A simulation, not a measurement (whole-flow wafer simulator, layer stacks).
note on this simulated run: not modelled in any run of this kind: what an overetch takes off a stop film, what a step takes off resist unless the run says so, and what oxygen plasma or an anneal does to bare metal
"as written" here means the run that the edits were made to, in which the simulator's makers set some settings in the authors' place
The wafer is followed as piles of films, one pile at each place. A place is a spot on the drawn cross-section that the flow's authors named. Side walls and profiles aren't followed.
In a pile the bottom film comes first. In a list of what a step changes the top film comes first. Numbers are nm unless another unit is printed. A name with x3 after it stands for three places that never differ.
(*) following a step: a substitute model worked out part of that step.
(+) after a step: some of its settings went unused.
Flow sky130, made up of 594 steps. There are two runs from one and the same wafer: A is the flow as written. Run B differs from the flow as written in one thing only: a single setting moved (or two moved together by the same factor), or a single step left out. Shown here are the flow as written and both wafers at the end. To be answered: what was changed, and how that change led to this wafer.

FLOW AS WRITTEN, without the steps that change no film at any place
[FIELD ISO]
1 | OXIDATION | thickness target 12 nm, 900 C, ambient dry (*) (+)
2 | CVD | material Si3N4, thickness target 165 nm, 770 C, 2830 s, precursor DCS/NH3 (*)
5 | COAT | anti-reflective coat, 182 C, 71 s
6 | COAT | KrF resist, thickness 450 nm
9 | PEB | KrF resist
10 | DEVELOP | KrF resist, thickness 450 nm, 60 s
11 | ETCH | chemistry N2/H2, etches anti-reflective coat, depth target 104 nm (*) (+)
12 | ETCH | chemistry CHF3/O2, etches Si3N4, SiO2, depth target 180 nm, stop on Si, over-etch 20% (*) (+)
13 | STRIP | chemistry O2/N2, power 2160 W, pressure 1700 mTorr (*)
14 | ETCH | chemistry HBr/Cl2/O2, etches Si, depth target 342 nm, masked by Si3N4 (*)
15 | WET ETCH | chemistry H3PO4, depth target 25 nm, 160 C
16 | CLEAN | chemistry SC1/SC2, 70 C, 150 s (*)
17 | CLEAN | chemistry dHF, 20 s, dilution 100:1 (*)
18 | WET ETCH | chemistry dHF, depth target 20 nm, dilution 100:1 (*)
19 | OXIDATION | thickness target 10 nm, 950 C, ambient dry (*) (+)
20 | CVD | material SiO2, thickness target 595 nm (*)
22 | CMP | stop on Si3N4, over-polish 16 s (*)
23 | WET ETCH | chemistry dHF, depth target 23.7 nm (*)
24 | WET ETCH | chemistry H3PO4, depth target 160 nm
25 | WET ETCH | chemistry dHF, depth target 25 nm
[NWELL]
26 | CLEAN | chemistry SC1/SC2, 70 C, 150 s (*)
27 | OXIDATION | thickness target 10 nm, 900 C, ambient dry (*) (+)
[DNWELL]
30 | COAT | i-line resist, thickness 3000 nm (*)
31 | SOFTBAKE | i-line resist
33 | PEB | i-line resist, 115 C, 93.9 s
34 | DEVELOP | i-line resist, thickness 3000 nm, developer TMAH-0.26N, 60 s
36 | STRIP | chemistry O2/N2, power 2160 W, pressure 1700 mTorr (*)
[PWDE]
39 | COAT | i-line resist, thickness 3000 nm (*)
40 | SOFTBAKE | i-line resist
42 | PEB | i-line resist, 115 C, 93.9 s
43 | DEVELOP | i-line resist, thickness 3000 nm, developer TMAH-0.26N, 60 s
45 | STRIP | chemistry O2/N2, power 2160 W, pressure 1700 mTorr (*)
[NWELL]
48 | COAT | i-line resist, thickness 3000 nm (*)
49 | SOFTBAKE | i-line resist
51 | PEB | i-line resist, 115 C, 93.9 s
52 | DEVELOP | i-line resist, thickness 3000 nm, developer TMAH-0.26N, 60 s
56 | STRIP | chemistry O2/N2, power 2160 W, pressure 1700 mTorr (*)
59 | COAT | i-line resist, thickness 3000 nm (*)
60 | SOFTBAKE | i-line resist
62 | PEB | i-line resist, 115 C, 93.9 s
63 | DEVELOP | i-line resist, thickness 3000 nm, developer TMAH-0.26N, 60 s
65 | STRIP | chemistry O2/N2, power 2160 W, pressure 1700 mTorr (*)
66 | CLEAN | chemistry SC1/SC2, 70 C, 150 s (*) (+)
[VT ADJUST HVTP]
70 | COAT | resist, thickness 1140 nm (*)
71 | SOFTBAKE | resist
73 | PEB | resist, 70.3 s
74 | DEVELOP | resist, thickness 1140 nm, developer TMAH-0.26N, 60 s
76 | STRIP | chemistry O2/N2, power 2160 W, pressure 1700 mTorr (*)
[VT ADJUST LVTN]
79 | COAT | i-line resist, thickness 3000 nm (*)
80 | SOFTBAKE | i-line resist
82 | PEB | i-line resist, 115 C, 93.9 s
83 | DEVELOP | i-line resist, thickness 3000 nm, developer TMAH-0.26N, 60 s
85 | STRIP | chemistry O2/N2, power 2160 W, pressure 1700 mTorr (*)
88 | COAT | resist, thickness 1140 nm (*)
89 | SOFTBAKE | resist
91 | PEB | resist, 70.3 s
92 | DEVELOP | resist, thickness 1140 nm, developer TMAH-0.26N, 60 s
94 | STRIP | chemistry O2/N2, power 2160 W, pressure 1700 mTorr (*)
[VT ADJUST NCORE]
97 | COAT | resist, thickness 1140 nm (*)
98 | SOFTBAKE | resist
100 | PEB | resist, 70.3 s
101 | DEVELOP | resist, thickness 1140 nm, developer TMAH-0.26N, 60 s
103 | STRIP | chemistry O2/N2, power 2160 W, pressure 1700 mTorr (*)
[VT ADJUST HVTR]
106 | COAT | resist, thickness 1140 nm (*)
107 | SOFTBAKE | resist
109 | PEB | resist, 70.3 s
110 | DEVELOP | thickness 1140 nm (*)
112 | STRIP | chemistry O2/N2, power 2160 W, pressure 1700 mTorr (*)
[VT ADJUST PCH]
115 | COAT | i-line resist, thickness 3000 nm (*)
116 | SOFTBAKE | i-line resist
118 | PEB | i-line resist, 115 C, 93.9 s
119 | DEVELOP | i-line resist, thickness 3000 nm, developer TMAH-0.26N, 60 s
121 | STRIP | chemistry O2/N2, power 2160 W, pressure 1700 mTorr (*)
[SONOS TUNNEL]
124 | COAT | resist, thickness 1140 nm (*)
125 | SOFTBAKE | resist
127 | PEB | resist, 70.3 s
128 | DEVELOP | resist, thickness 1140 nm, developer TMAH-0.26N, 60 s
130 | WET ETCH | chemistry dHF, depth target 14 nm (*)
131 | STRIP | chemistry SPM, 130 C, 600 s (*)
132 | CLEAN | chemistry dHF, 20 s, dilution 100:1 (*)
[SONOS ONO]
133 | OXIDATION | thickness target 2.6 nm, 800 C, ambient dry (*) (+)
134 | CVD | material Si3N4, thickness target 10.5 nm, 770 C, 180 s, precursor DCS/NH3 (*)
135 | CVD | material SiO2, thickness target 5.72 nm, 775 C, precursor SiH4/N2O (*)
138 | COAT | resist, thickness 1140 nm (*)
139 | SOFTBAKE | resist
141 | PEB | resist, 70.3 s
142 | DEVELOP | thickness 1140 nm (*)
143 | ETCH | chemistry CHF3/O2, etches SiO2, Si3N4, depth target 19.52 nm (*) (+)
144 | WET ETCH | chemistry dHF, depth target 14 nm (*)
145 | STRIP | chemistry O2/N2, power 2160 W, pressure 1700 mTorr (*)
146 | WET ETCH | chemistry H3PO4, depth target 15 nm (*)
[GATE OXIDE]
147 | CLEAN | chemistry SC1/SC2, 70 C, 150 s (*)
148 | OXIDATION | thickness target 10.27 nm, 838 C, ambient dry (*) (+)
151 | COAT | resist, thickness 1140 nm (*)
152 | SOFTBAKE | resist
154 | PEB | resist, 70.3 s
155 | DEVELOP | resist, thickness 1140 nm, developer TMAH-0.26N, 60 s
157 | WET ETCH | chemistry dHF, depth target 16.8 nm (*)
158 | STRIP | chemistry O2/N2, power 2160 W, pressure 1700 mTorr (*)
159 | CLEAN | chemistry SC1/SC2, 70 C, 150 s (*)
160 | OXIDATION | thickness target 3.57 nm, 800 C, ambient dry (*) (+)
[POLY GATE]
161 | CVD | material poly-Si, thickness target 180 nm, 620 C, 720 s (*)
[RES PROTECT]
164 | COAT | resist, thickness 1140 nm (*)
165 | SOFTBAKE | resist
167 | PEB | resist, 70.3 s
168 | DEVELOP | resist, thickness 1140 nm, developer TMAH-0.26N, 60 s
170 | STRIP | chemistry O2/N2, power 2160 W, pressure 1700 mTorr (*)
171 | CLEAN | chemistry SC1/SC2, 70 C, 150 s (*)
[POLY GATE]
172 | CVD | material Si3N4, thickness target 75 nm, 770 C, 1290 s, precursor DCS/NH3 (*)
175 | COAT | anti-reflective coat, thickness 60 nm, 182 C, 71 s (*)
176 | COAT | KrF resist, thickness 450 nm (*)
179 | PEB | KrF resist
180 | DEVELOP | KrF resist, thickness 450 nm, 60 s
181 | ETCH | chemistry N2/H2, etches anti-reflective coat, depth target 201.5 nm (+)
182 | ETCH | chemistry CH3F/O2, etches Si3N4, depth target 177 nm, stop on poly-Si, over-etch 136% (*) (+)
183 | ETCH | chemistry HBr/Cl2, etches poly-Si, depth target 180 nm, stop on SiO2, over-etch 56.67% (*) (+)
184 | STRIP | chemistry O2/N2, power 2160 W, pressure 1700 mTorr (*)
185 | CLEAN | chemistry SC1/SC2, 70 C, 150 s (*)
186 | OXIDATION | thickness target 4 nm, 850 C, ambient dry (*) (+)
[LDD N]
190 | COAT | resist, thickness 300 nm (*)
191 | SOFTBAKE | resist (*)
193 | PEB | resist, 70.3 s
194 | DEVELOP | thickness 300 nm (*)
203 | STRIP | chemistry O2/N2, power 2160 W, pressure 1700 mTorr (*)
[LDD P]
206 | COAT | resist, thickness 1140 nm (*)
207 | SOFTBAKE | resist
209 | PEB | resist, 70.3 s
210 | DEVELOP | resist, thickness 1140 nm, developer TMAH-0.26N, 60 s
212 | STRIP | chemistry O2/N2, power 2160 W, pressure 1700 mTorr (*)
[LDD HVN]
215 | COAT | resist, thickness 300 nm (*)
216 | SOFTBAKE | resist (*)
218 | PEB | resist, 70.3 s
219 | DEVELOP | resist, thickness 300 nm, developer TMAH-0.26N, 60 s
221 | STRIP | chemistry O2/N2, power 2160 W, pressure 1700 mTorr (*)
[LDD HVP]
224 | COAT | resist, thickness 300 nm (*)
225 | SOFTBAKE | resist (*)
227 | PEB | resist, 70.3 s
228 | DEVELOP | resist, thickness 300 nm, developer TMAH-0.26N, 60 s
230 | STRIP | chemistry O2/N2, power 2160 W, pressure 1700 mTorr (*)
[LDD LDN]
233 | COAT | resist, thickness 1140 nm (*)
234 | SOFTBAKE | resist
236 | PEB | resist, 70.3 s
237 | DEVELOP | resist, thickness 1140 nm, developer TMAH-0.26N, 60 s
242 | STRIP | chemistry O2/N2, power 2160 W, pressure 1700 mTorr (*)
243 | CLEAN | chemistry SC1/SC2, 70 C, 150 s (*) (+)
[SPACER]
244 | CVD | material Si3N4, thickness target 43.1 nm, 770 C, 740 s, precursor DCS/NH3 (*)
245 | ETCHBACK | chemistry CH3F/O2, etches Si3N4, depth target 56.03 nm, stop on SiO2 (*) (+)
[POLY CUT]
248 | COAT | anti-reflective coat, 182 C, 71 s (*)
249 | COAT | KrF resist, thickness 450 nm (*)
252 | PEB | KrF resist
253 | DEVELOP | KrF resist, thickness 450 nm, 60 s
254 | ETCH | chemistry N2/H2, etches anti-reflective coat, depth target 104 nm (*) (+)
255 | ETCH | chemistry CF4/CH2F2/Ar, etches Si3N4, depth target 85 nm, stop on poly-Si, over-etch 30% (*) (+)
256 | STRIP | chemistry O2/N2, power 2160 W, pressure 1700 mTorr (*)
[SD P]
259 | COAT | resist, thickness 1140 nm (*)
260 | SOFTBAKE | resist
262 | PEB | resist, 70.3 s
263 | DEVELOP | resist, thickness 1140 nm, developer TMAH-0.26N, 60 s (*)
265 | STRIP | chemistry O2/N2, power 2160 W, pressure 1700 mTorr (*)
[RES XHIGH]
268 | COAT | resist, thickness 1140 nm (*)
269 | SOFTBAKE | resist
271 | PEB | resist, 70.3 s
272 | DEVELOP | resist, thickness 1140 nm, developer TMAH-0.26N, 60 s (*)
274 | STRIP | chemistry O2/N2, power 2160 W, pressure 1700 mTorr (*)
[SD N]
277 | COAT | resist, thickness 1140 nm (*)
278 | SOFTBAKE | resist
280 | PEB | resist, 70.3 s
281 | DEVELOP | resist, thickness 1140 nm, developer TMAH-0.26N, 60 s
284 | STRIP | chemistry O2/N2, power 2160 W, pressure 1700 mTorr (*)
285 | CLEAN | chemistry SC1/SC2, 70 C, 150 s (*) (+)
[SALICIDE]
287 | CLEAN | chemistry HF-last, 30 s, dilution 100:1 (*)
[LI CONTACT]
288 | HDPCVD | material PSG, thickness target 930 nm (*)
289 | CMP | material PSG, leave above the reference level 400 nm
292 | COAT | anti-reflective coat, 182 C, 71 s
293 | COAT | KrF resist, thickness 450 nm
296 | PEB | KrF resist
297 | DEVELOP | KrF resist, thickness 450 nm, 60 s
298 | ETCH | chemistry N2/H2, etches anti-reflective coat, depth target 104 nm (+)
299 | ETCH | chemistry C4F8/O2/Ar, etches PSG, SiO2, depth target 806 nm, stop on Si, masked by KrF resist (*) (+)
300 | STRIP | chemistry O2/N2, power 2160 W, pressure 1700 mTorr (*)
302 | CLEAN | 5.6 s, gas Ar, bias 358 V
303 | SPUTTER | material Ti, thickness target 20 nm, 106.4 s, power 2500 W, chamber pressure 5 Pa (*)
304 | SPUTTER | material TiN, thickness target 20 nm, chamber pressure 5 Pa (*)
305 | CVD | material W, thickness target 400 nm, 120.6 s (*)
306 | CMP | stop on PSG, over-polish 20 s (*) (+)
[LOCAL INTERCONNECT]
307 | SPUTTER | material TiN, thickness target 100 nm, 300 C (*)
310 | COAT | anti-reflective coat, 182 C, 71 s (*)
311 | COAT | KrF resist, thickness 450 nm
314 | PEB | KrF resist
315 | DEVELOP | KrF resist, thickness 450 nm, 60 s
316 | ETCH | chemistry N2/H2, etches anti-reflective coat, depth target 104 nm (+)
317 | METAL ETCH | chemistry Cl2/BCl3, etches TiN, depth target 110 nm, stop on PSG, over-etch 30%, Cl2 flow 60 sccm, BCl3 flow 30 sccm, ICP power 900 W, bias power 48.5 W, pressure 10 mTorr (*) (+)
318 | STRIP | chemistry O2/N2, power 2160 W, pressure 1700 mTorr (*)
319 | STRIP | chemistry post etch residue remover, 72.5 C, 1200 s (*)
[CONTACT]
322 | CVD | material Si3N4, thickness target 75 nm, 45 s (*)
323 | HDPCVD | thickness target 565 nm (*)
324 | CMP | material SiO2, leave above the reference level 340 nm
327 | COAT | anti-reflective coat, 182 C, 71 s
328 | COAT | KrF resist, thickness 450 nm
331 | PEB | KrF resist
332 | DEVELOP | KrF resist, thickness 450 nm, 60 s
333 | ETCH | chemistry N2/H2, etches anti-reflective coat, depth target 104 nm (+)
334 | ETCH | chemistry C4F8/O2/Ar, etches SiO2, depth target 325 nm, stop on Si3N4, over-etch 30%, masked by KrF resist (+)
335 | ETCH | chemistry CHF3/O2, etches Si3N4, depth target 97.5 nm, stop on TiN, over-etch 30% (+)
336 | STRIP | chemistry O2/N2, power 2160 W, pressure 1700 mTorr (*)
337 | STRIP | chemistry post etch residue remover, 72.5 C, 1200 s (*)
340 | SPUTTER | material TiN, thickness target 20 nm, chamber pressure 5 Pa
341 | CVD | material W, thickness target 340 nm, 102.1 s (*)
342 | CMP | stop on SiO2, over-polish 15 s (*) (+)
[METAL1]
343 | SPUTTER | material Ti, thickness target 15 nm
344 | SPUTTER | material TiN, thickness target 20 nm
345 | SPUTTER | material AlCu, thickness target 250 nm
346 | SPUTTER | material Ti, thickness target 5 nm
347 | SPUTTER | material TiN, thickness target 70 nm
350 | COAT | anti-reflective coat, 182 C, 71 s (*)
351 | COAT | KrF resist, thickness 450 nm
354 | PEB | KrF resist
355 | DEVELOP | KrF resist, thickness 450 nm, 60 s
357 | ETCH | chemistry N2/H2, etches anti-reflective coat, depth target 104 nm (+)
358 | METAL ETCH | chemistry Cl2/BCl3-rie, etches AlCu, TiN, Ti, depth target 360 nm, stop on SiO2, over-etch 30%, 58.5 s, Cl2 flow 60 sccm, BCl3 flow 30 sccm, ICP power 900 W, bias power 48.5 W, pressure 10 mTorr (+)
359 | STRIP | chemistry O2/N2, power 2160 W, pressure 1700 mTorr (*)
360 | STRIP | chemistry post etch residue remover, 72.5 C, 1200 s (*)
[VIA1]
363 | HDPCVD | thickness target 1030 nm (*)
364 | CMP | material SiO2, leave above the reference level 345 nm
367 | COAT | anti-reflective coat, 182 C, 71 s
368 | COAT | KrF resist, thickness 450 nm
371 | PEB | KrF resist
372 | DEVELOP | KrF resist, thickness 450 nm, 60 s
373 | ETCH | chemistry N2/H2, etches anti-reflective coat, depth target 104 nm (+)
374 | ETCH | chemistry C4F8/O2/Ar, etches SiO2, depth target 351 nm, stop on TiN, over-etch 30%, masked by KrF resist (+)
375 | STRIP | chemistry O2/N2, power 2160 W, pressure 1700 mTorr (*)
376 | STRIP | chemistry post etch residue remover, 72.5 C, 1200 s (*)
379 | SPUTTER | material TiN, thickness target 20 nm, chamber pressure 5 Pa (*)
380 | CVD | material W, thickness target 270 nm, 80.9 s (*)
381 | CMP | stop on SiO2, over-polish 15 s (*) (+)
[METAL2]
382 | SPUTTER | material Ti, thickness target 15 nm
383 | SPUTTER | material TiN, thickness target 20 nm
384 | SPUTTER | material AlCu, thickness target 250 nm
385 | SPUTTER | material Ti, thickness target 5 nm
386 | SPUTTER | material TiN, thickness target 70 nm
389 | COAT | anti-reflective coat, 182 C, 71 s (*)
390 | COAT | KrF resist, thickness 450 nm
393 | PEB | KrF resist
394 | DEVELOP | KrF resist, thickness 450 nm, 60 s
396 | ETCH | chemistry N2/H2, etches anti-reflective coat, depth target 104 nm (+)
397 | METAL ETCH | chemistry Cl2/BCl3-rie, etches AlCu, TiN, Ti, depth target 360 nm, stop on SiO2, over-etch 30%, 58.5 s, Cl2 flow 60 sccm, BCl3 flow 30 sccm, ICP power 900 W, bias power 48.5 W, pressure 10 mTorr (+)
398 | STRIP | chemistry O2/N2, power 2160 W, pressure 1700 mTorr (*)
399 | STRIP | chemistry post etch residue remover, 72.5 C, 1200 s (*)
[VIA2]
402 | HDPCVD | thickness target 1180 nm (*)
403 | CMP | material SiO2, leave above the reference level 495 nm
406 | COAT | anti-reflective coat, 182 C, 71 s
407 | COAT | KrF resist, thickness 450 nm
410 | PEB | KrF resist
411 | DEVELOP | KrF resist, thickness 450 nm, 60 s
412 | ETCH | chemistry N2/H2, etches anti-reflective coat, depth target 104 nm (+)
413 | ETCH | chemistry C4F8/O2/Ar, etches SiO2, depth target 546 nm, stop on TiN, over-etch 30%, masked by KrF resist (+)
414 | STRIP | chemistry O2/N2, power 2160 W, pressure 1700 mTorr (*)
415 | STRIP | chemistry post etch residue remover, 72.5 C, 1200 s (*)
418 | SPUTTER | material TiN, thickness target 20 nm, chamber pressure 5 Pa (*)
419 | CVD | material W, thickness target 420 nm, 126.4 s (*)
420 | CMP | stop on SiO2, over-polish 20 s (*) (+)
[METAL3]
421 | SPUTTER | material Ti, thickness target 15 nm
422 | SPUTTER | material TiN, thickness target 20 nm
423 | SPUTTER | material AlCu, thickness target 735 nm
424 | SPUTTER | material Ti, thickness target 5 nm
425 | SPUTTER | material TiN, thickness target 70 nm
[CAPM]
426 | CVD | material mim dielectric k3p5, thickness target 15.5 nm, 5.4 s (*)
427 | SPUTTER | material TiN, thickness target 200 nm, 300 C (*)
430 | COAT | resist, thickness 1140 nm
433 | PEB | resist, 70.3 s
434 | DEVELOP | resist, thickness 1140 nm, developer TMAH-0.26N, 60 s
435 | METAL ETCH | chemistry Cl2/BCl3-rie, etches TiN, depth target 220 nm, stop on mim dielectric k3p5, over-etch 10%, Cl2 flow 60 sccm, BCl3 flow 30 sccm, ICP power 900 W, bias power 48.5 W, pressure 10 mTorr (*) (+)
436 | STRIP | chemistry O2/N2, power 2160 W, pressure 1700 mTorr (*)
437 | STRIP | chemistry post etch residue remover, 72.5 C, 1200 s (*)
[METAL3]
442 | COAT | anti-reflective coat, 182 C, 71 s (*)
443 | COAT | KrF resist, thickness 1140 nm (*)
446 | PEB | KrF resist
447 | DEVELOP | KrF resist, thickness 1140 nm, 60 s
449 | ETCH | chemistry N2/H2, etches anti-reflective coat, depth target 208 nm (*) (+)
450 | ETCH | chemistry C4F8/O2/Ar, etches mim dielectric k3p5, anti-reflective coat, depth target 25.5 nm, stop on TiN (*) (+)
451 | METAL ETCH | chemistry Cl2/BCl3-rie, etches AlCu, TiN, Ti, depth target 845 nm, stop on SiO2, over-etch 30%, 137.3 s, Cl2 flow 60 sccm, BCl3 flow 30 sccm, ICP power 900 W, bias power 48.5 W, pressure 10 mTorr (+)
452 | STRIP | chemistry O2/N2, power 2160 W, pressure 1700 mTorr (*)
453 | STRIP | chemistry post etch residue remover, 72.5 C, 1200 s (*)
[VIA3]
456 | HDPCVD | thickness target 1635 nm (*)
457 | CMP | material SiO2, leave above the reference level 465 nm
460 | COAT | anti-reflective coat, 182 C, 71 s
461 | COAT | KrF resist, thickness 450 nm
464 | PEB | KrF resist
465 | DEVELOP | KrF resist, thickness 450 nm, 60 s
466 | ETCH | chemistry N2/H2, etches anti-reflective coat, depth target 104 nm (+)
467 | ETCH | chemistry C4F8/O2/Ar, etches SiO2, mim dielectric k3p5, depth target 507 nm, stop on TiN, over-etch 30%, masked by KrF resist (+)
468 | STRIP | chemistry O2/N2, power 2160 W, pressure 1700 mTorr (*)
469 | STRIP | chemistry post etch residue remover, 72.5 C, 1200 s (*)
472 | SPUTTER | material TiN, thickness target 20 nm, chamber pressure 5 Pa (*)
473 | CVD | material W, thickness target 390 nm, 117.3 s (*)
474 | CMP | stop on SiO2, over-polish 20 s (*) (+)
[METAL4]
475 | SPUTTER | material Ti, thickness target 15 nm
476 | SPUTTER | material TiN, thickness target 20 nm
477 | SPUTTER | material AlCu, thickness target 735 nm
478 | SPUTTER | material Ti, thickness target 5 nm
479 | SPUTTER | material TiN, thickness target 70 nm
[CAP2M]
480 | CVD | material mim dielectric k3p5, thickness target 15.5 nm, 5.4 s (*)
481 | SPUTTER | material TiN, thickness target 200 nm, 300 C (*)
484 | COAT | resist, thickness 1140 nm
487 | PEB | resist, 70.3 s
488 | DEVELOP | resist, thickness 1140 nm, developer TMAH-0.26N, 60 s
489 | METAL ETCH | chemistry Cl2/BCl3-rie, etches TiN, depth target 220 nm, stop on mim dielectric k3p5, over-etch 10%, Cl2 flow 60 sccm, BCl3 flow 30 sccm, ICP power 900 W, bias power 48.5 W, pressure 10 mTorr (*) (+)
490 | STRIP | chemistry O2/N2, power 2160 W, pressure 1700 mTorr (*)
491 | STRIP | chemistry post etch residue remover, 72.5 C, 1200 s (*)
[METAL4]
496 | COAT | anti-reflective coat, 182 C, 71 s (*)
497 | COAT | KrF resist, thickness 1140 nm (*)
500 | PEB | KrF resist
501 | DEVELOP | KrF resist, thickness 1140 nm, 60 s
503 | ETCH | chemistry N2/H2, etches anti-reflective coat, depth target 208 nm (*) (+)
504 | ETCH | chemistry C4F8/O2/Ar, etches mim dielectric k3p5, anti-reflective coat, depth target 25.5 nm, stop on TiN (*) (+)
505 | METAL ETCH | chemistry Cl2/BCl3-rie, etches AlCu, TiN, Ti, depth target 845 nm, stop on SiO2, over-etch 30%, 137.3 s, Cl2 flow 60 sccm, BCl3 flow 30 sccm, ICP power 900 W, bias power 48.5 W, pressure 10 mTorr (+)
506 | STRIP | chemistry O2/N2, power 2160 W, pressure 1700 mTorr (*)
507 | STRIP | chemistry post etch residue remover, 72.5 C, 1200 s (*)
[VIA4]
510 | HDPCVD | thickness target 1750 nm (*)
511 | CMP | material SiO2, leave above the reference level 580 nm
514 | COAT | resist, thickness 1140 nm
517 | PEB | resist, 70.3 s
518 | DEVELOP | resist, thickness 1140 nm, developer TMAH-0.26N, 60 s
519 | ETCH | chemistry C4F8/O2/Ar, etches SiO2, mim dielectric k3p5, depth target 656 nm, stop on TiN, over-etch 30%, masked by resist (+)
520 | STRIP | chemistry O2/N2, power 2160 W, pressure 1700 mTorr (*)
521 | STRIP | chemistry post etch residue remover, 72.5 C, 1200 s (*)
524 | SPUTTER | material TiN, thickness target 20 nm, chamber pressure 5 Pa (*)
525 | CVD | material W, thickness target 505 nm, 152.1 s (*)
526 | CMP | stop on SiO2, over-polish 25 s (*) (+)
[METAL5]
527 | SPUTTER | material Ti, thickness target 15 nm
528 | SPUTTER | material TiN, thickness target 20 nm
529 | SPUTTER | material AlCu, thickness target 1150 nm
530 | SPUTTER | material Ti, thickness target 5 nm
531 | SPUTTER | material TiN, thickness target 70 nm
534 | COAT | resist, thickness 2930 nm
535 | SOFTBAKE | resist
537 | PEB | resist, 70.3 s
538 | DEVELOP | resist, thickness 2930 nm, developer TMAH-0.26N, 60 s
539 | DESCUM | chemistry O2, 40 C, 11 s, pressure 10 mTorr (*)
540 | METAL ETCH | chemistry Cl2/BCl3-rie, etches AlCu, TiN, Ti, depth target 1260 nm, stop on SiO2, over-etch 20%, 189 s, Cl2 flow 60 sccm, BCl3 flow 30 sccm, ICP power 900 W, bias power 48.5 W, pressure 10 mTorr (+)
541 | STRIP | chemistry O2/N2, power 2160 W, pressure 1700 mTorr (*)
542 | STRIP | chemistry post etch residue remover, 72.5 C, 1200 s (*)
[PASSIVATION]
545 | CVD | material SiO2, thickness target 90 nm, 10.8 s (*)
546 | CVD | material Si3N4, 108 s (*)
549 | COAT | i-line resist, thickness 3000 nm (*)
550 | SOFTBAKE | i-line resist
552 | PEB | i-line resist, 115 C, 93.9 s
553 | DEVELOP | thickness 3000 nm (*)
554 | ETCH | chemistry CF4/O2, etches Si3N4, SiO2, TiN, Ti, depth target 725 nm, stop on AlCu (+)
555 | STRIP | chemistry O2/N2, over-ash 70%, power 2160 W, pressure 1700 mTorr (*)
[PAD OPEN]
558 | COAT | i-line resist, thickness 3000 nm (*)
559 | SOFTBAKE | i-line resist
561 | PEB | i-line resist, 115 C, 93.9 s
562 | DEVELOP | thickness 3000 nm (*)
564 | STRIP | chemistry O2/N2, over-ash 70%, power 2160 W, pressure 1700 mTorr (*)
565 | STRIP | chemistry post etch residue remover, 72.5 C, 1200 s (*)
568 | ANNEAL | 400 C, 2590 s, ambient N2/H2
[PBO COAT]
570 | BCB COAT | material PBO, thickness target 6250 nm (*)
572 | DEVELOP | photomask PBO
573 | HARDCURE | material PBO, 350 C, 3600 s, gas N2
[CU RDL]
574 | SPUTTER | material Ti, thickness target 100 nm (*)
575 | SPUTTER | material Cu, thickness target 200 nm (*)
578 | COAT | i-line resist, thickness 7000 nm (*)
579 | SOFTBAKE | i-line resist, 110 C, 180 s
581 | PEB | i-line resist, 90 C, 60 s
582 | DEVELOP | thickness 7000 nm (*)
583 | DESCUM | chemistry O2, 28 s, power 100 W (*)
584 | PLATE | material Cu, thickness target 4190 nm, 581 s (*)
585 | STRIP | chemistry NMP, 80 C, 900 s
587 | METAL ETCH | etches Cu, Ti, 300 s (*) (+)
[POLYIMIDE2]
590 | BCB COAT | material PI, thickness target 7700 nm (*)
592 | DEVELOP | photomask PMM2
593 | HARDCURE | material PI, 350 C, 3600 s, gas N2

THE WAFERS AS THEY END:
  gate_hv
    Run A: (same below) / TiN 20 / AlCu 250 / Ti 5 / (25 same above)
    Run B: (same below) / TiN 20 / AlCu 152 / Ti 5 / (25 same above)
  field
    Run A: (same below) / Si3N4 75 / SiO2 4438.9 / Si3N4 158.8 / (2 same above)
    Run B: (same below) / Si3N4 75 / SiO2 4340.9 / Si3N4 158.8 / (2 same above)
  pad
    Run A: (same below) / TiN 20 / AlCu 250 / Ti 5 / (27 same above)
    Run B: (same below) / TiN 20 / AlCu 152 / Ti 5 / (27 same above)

Cause: step 345, SPUTTER: thickness target 152 nm was run, though the flow has thickness target 250 nm.
The wafer lets one read it off: gate_hv has AlCu 152, and step 345 as written asks for 250 nm.

Step by step, how the change led to this:
  345 | SPUTTER | material AlCu, thickness target 250 nm
      field, active, n_well and 188 more: A AlCu gains 250 (new film) | B AlCu gains 152 (new film)
  358 | METAL ETCH | chemistry Cl2/BCl3-rie, etches AlCu, TiN, Ti, depth target 360 nm, stop on SiO2, over-etch 30%, 58.5 s, Cl2 flow 60 sccm, BCl3 flow 30 sccm, ICP power 900 W, bias power 48.5 W, pressure 10 mTorr (+)
      field, active, gate and 81 more: A TiN loses 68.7 (all of it), Ti loses 5 (all of it), AlCu loses 250 (all of it), TiN loses 20 (all of it), Ti loses 15 (all of it), SiO2 loses 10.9 | B TiN loses 68.7 (all of it), Ti loses 5 (all of it), AlCu loses 152 (all of it), TiN loses 20 (all of it), Ti loses 15 (all of it), SiO2 loses 20.7
  364 | CMP | material SiO2, leave above the reference level 345 nm
      field, active, gate and 81 more: A SiO2 loses 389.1 | B SiO2 loses 477.3
